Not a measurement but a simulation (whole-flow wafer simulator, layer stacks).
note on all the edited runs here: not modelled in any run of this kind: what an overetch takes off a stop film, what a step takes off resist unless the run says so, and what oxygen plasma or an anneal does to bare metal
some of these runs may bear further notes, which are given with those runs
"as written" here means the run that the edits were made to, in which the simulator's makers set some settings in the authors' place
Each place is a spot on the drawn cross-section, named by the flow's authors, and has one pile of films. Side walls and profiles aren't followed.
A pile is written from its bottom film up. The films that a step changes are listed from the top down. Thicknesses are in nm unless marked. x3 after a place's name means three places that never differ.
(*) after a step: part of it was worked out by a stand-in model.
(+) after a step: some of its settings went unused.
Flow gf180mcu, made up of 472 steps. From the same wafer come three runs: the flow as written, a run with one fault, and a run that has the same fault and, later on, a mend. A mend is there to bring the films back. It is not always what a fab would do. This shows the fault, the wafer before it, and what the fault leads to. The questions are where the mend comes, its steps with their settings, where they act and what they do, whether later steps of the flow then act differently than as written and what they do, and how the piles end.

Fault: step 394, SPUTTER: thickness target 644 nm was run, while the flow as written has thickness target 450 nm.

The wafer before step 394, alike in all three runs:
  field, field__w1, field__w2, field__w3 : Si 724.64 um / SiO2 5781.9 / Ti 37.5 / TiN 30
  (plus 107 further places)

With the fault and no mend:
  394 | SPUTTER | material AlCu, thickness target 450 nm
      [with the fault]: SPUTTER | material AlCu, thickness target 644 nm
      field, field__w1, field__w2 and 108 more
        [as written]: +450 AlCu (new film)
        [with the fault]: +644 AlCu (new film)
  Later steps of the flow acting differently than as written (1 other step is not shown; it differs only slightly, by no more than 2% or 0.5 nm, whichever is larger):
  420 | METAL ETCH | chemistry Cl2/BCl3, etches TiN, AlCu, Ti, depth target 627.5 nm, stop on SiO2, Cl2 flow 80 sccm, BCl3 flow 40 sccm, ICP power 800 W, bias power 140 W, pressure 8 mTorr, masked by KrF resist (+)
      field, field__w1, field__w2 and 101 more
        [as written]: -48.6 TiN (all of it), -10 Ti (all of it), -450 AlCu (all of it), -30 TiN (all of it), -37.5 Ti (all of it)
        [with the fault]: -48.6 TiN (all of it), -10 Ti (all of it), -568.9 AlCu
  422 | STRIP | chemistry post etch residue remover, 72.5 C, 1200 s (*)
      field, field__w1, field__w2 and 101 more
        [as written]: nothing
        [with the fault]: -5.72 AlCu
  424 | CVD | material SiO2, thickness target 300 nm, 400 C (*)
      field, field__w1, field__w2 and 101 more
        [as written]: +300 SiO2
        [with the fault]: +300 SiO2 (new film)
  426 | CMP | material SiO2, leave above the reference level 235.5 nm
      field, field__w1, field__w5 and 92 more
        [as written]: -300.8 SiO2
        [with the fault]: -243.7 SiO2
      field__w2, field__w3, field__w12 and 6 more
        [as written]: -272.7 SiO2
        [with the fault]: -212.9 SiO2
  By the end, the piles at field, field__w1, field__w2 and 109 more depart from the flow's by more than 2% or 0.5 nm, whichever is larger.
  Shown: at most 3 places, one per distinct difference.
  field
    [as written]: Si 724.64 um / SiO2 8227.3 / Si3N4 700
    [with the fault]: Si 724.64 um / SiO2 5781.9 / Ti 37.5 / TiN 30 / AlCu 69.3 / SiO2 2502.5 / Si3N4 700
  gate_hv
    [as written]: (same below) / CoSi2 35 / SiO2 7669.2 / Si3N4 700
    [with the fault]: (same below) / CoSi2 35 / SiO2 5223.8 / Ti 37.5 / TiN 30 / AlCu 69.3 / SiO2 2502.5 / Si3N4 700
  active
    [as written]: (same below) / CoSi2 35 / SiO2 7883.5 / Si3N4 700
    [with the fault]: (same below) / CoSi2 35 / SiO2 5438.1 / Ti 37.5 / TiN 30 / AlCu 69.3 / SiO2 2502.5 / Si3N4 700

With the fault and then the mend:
  The mend follows step 394.
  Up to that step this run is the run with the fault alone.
  394a | METAL ETCH | chemistry Cl2/BCl3, etches TiN, AlCu, Ti, depth target 194 nm, Cl2 flow 80 sccm, BCl3 flow 40 sccm, ICP power 800 W, bias power 140 W, pressure 8 mTorr (a further turn of the flow's step 260, with different settings)
      field, field__w1, field__w2 and 108 more
        -194 AlCu
  Every later step of the flow that is run acts as written at every place that is followed.
  The piles end the same as the flow's at every place that both follow.
